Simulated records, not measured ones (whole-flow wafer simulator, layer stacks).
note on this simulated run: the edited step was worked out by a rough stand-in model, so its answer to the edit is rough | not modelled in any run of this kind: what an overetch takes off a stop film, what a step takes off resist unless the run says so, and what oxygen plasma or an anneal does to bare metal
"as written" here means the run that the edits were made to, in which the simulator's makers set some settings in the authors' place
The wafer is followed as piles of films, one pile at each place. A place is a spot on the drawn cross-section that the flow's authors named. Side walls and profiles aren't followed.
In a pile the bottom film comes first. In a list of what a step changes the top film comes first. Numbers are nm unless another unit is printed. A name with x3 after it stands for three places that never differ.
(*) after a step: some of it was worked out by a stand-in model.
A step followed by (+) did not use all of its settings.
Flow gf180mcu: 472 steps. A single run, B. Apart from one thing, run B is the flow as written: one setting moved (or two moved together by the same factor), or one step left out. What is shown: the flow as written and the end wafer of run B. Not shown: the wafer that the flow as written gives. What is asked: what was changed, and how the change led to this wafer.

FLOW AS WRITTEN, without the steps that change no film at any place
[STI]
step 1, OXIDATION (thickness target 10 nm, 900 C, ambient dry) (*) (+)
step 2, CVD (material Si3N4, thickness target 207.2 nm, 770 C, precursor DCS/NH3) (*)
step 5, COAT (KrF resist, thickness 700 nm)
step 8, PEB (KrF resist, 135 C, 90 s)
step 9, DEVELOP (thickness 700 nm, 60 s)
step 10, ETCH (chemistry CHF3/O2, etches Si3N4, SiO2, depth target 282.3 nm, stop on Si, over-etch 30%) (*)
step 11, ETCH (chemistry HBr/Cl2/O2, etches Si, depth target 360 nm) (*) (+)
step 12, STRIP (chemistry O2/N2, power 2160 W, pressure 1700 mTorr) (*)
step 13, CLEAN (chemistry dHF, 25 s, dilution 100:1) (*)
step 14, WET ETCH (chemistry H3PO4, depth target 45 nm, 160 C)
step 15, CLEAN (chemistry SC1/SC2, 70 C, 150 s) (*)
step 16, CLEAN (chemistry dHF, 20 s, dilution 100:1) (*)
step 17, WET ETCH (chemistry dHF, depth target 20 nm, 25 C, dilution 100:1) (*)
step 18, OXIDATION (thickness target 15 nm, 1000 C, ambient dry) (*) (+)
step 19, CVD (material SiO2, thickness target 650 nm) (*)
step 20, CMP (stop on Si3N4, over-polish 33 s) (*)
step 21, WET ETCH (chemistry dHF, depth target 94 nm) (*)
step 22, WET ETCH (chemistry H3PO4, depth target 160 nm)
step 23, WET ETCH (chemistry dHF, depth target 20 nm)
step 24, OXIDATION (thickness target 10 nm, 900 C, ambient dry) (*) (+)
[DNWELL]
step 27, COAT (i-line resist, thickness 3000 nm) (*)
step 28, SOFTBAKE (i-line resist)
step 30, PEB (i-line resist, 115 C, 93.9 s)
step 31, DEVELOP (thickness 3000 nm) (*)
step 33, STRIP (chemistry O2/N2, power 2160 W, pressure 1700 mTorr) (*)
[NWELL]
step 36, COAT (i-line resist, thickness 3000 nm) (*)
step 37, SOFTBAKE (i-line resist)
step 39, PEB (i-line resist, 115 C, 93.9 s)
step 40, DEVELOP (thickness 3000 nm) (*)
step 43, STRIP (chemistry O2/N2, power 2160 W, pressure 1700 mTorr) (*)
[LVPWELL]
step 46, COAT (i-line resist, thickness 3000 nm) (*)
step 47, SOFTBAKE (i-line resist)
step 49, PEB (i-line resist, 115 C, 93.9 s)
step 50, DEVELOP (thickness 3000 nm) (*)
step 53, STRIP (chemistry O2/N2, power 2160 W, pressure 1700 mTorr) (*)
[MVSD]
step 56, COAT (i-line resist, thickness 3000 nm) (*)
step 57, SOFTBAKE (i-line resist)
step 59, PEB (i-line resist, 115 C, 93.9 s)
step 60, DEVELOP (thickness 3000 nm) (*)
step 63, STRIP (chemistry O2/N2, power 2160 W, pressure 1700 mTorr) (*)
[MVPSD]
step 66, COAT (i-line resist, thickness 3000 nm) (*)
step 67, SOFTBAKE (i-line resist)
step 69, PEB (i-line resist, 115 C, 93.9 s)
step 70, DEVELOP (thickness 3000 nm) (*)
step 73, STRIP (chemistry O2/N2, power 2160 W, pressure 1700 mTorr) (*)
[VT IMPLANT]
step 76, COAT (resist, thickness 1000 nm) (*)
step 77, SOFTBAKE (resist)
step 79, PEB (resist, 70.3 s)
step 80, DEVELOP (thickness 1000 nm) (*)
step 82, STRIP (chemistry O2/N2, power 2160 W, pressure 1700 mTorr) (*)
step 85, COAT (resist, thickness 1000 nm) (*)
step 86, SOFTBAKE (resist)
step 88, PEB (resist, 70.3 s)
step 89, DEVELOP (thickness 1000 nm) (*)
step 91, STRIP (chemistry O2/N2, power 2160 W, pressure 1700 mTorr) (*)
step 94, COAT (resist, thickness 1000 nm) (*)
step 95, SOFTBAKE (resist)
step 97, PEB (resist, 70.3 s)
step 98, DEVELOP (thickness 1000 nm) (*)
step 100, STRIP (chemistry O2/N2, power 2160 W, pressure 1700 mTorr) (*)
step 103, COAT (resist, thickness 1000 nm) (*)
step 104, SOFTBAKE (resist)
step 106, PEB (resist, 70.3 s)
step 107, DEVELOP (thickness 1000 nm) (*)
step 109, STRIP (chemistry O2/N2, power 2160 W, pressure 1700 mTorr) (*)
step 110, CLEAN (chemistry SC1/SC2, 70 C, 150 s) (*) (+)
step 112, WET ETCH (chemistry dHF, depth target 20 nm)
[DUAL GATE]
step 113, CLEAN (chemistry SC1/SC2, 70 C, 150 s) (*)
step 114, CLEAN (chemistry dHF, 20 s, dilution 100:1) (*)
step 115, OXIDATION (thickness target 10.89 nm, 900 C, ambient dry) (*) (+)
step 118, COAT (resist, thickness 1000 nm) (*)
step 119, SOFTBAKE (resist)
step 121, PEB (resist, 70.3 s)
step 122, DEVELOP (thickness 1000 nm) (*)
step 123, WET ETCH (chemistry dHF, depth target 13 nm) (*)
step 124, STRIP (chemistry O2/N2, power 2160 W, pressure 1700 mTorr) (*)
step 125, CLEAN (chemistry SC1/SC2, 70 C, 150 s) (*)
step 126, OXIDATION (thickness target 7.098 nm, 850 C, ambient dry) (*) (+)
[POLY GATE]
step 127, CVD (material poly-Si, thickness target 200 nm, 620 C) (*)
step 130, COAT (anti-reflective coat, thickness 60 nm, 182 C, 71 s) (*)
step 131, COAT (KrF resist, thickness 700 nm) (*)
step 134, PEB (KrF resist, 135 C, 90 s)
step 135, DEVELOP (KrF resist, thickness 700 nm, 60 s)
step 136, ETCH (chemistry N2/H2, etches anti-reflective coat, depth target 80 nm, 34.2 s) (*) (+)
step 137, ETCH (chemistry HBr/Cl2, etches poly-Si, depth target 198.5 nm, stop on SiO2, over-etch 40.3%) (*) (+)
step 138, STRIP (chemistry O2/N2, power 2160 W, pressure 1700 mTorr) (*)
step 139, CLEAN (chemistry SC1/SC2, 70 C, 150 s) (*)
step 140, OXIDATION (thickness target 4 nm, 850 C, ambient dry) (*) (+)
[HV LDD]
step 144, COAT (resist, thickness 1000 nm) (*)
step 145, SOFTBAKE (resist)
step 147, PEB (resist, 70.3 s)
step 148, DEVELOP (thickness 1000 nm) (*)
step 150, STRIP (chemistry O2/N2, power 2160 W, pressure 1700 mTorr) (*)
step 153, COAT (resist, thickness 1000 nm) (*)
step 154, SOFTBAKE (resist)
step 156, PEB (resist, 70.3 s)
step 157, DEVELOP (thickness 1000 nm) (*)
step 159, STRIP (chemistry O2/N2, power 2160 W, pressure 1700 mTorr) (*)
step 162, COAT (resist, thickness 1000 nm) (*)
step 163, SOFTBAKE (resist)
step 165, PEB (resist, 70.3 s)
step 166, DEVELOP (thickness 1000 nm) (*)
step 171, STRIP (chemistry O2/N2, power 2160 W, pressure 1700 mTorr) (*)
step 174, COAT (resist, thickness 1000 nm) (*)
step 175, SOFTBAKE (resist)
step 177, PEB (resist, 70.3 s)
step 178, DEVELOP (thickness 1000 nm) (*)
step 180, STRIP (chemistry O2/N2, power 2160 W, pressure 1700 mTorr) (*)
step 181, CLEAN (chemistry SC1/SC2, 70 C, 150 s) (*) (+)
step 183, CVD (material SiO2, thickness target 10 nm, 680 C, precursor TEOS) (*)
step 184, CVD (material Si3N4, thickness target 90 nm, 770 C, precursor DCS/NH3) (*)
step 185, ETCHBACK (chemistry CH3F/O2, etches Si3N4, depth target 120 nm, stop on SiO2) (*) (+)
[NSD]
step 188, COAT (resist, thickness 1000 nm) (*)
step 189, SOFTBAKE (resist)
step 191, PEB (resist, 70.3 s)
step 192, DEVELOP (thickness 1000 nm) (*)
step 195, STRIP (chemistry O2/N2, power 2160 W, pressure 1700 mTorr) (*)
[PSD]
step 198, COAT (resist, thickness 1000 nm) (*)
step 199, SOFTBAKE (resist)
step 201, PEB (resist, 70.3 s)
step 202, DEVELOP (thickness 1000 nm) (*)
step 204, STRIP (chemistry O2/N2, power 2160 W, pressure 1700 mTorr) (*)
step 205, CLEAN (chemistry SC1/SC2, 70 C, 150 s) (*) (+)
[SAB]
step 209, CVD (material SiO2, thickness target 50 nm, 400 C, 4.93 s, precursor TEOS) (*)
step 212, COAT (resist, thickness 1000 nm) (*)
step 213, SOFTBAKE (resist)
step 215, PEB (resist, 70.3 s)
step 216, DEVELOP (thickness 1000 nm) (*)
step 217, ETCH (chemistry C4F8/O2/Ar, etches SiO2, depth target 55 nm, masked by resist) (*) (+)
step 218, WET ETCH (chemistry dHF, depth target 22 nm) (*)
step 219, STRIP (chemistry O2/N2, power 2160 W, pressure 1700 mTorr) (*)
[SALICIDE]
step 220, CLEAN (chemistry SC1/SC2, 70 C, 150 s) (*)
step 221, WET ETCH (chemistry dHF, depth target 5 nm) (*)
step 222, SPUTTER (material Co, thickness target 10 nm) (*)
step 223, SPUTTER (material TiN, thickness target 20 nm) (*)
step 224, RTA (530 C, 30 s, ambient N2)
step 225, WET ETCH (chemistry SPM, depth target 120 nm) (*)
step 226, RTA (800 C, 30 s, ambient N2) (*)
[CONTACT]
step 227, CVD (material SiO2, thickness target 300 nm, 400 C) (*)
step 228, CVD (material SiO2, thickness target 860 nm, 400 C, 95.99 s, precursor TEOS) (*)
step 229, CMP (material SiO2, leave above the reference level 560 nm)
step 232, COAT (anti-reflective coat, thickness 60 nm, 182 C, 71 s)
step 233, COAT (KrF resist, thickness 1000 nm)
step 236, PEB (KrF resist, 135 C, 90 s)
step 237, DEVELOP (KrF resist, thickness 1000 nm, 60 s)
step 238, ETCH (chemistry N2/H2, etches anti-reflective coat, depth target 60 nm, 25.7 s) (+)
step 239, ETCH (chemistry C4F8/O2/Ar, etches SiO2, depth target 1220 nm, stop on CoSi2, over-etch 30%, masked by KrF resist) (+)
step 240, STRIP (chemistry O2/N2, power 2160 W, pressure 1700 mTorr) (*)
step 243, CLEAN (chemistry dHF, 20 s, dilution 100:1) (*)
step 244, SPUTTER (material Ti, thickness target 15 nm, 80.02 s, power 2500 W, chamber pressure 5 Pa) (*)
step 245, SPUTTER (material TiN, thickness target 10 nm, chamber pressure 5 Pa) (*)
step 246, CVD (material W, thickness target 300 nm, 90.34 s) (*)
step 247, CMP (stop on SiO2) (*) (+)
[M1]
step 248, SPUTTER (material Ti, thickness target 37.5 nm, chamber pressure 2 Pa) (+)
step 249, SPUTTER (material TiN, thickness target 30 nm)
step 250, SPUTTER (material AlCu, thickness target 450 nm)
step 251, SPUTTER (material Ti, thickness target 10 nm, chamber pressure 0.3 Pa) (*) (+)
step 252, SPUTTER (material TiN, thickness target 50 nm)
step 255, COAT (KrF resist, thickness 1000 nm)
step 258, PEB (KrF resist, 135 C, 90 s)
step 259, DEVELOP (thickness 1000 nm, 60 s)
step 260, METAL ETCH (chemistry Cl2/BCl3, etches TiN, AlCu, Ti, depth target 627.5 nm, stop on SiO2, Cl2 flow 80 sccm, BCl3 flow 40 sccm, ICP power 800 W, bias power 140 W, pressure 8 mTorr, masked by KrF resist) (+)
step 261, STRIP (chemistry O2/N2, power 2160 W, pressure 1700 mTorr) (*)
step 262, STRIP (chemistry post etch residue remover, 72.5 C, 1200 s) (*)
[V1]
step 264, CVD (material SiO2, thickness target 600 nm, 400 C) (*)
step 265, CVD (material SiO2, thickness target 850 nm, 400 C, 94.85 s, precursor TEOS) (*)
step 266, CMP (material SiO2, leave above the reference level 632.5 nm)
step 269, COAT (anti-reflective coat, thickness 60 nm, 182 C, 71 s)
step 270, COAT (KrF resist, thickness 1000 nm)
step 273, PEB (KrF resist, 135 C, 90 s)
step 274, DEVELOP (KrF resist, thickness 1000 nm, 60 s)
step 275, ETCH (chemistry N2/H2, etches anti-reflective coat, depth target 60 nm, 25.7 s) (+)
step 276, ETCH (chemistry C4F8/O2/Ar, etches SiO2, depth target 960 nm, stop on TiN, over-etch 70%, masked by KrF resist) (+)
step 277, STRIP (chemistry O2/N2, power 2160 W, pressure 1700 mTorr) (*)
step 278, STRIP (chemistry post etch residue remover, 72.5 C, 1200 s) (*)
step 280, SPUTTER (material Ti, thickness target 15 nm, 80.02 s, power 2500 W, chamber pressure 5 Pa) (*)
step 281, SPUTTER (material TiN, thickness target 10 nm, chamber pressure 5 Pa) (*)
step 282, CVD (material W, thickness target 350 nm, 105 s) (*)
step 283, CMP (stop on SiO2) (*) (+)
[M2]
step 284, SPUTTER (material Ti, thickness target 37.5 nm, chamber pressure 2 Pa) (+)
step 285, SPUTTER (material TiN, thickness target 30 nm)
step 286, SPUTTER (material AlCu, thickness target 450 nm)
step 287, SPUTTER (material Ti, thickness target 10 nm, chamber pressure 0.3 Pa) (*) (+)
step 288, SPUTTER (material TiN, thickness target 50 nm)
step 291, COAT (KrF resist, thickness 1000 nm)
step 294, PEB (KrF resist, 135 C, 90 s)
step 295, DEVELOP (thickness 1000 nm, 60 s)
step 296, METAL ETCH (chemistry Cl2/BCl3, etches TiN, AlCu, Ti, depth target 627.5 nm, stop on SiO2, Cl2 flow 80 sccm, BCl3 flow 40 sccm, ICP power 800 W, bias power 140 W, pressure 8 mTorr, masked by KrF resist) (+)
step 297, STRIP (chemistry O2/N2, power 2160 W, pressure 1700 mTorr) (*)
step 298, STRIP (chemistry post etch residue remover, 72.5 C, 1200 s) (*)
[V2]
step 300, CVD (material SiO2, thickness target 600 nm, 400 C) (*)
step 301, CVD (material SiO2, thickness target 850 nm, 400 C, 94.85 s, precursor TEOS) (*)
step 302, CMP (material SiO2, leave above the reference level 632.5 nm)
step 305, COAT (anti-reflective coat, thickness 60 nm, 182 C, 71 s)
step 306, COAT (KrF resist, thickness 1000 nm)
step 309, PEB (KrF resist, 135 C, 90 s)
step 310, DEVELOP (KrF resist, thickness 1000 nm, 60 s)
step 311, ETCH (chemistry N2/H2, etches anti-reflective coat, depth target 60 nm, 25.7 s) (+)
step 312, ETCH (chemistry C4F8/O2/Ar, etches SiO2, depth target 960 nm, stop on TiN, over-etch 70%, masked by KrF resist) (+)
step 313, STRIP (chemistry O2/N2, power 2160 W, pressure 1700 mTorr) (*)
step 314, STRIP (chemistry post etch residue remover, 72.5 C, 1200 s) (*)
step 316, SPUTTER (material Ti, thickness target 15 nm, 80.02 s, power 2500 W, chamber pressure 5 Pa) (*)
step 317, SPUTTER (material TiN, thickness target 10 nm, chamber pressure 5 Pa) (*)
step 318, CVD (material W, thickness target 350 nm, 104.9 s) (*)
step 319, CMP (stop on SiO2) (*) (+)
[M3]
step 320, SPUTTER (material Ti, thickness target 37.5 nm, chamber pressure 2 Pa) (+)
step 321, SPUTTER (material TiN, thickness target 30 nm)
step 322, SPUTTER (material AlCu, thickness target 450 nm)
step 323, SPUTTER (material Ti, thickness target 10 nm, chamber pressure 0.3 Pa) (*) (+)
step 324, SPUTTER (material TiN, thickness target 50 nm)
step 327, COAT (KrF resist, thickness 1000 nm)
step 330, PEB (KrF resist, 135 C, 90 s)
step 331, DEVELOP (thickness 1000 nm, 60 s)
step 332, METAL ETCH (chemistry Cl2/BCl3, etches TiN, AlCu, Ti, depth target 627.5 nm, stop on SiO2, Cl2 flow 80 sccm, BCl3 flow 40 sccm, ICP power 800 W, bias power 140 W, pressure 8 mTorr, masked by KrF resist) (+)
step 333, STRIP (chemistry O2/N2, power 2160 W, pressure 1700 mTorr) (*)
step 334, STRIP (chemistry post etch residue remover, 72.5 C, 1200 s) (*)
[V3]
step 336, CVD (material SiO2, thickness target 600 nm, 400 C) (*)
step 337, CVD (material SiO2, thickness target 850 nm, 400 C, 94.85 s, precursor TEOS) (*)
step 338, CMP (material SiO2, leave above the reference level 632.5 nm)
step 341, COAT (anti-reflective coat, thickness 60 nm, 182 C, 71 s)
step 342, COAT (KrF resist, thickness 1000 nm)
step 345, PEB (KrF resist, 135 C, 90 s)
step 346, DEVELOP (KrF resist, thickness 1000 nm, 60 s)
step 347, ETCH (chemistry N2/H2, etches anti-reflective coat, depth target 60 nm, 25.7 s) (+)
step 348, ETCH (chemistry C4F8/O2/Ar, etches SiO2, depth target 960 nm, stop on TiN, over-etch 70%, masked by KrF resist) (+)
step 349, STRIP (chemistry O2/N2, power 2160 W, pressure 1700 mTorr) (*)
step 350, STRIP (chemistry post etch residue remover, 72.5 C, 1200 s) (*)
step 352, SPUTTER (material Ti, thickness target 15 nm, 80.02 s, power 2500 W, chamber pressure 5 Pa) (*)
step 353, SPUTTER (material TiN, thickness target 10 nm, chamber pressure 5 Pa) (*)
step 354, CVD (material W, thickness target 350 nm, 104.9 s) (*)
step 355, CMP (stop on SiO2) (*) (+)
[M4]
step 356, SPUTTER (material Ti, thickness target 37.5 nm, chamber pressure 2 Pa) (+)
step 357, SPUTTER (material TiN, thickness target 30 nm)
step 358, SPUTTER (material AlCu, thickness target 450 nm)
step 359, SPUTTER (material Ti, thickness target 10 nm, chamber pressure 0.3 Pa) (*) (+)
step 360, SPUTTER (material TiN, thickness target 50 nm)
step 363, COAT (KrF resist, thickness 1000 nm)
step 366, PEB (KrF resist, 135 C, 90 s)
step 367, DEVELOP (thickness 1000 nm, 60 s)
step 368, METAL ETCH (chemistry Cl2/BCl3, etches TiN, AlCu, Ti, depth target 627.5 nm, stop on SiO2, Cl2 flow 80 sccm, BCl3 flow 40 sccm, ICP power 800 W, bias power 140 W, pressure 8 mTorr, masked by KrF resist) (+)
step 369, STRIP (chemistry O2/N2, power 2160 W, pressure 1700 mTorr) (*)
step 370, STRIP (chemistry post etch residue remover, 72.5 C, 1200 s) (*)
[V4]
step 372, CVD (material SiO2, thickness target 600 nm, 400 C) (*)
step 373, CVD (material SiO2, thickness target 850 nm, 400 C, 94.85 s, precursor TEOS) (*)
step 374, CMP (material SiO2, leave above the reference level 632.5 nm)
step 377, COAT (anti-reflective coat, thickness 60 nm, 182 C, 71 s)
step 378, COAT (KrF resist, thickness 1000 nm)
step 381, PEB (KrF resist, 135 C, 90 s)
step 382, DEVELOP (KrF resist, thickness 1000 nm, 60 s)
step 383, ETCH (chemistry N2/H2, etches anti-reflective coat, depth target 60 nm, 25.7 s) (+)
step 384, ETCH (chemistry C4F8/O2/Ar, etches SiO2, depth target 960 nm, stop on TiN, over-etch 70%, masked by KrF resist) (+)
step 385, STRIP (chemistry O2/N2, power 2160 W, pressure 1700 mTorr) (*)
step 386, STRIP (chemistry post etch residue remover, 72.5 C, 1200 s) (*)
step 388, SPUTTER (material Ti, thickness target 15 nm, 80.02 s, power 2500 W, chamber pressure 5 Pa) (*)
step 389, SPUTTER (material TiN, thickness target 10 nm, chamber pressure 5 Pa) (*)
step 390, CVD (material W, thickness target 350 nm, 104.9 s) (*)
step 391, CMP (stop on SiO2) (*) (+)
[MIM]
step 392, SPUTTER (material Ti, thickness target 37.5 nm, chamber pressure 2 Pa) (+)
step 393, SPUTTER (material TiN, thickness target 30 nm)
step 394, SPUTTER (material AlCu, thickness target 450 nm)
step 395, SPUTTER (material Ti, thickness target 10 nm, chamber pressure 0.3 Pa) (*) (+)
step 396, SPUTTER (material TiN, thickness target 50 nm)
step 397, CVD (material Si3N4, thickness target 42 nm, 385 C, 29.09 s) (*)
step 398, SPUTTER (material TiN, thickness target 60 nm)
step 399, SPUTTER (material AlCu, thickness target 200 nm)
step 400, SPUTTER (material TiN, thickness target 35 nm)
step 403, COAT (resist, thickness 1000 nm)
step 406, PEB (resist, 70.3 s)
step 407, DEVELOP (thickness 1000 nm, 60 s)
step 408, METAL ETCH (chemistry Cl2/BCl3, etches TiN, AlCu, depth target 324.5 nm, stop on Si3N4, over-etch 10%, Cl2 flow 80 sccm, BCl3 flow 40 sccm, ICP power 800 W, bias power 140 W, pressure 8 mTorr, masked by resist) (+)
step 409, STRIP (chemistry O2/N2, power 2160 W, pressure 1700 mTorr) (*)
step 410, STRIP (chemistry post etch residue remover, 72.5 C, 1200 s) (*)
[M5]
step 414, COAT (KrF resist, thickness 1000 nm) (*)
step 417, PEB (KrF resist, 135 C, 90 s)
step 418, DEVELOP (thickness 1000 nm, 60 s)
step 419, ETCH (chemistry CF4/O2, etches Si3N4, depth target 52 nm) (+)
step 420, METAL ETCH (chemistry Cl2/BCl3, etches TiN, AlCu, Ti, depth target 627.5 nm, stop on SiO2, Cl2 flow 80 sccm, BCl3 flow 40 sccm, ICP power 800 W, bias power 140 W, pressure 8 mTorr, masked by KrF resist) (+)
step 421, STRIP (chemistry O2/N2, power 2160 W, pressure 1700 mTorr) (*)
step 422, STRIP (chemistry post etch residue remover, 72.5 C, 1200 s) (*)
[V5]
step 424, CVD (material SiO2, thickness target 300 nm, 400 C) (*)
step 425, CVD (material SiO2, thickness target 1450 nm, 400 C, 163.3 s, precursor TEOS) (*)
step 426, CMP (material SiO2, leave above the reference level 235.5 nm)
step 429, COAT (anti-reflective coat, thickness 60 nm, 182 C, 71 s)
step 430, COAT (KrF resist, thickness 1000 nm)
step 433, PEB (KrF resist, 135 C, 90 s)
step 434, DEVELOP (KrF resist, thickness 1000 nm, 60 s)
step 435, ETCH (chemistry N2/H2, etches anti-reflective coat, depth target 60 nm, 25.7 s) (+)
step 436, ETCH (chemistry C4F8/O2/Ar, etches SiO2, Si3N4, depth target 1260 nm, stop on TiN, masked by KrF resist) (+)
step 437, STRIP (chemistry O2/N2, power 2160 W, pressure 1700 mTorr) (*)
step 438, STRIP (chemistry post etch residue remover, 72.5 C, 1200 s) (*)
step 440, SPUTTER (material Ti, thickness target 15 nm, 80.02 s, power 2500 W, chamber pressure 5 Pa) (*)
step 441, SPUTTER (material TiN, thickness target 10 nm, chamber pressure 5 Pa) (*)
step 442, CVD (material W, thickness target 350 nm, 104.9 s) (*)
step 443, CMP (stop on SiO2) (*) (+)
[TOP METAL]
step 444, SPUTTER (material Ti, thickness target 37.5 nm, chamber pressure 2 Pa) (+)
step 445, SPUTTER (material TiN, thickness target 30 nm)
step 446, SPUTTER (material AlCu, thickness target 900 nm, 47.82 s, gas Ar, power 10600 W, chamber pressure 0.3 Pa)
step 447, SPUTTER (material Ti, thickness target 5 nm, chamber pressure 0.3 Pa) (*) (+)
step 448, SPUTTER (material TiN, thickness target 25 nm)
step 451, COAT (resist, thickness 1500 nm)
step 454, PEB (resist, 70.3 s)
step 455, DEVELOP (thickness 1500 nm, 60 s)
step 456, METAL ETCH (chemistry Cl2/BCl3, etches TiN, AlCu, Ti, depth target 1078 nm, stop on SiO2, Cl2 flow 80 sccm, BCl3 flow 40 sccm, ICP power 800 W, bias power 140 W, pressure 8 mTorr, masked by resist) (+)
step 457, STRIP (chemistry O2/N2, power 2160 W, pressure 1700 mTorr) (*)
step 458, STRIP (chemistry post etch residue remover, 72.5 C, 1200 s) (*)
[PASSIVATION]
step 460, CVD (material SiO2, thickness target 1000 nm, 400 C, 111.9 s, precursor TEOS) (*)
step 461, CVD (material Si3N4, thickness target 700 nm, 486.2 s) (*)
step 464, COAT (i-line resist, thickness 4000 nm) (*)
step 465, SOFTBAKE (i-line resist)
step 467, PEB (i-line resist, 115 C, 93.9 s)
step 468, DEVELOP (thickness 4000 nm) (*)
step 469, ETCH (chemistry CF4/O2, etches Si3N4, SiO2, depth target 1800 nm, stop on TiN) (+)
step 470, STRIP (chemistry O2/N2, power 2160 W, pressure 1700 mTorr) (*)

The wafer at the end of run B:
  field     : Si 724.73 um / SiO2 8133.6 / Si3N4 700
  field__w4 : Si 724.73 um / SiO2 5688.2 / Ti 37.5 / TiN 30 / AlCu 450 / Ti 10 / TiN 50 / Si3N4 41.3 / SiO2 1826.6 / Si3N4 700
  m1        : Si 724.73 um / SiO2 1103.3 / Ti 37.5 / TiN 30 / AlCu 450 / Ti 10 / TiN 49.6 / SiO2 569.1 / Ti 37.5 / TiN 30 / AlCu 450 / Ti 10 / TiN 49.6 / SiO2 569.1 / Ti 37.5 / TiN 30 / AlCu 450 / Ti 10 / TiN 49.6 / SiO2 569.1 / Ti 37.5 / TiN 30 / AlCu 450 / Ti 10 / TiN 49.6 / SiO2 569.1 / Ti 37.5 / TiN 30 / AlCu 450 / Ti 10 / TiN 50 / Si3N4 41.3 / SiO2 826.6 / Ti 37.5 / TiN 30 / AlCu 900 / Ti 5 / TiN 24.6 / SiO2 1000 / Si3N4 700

The reason: step 11, ETCH: depth target 266 nm was run, though the flow has depth target 360 nm.

The path from the change to this, step by step:
  step 11, ETCH (chemistry HBr/Cl2/O2, etches Si, depth target 360 nm) (*) (+)
      active, n_well, p_well and 40 more: -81 KrF resist (in the flow as written it would be: -112.3 KrF resist)
      field, field_sub, sti and 34 more: -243 Si (in the flow as written it would be: -337 Si)
  step 12, STRIP (chemistry O2/N2, power 2160 W, pressure 1700 mTorr) (*)
      active, n_well, p_well and 40 more: -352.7 KrF resist (all of it) (in the flow as written it would be: -321.4 KrF resist (all of it))
  step 19, CVD (material SiO2, thickness target 650 nm) (*)
      m1, ld_fp_n, ld_drift_n and 8 more: +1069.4 SiO2 (in the flow as written it would be: +1163.4 SiO2)
  step 20, CMP (stop on Si3N4, over-polish 33 s) (*)
      sti, mim_1p0, pad and 11 more: -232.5 SiO2 (in the flow as written it would be: -138.5 SiO2)
      nw_enc_fld, nw_enc_fld_lv: -236.5 SiO2 (in the flow as written it would be: -142.5 SiO2)
      (also at 10 further places)
  step 189, SOFTBAKE (resist)
      field__w9: -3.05 resist (in the flow as written it would be: +6.92 resist)
  step 199, SOFTBAKE (resist)
      field__w9: -3.05 resist (in the flow as written it would be: +6.92 resist)
